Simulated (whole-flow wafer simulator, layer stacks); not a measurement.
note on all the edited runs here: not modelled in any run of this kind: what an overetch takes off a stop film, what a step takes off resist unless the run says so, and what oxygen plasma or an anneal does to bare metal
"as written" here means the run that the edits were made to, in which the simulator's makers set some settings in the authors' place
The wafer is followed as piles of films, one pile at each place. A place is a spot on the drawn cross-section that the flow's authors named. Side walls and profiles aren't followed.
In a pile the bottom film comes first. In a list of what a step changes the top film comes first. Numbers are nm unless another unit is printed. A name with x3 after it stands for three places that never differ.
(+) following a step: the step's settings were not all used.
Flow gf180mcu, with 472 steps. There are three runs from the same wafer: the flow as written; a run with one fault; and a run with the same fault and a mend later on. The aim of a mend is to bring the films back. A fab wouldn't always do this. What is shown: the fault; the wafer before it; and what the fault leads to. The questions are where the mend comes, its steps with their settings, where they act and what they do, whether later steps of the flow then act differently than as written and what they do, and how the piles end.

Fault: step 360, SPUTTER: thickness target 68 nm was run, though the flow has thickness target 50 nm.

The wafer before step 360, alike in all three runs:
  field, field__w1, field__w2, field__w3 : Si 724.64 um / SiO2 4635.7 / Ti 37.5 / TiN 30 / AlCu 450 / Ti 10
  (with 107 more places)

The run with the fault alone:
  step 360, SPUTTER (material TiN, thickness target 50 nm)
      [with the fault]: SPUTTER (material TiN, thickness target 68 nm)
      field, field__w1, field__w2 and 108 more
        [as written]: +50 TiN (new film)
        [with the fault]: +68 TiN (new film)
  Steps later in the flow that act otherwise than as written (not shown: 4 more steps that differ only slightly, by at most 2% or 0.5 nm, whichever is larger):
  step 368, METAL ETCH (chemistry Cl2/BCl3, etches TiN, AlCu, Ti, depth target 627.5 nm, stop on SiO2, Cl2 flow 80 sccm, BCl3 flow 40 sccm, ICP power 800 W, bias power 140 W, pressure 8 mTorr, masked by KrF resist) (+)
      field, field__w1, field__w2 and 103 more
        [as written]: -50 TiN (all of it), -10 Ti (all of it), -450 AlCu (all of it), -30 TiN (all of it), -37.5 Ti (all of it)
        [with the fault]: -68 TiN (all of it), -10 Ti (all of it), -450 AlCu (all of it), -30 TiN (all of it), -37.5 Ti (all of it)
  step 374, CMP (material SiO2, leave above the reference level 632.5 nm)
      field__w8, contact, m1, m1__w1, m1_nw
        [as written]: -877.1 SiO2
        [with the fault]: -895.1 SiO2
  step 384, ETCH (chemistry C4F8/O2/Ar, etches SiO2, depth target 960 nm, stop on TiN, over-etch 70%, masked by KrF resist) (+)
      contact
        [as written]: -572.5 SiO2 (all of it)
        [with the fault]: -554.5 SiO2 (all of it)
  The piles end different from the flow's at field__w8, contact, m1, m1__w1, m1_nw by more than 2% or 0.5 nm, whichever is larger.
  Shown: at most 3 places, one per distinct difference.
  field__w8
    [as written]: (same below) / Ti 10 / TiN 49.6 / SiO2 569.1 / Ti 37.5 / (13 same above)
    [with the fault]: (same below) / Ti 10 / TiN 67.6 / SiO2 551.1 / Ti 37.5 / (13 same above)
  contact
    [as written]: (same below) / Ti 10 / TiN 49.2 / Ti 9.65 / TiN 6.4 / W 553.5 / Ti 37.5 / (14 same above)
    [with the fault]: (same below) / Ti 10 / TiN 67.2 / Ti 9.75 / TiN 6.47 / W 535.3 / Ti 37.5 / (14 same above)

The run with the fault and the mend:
  The mend stands after step 360.
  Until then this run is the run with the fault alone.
  step 360a, METAL ETCH (chemistry Cl2/BCl3, etches TiN, AlCu, Ti, depth target 18 nm, Cl2 flow 80 sccm, BCl3 flow 40 sccm, ICP power 800 W, bias power 140 W, pressure 8 mTorr) (the flow's step 260 again, with other settings)
      field, field__w1, field__w2 and 108 more
        -18 TiN
  None of the later steps of the flow acts differently than as written at any place that is followed.
  By the end, the piles equal the flow's at every place that both follow.
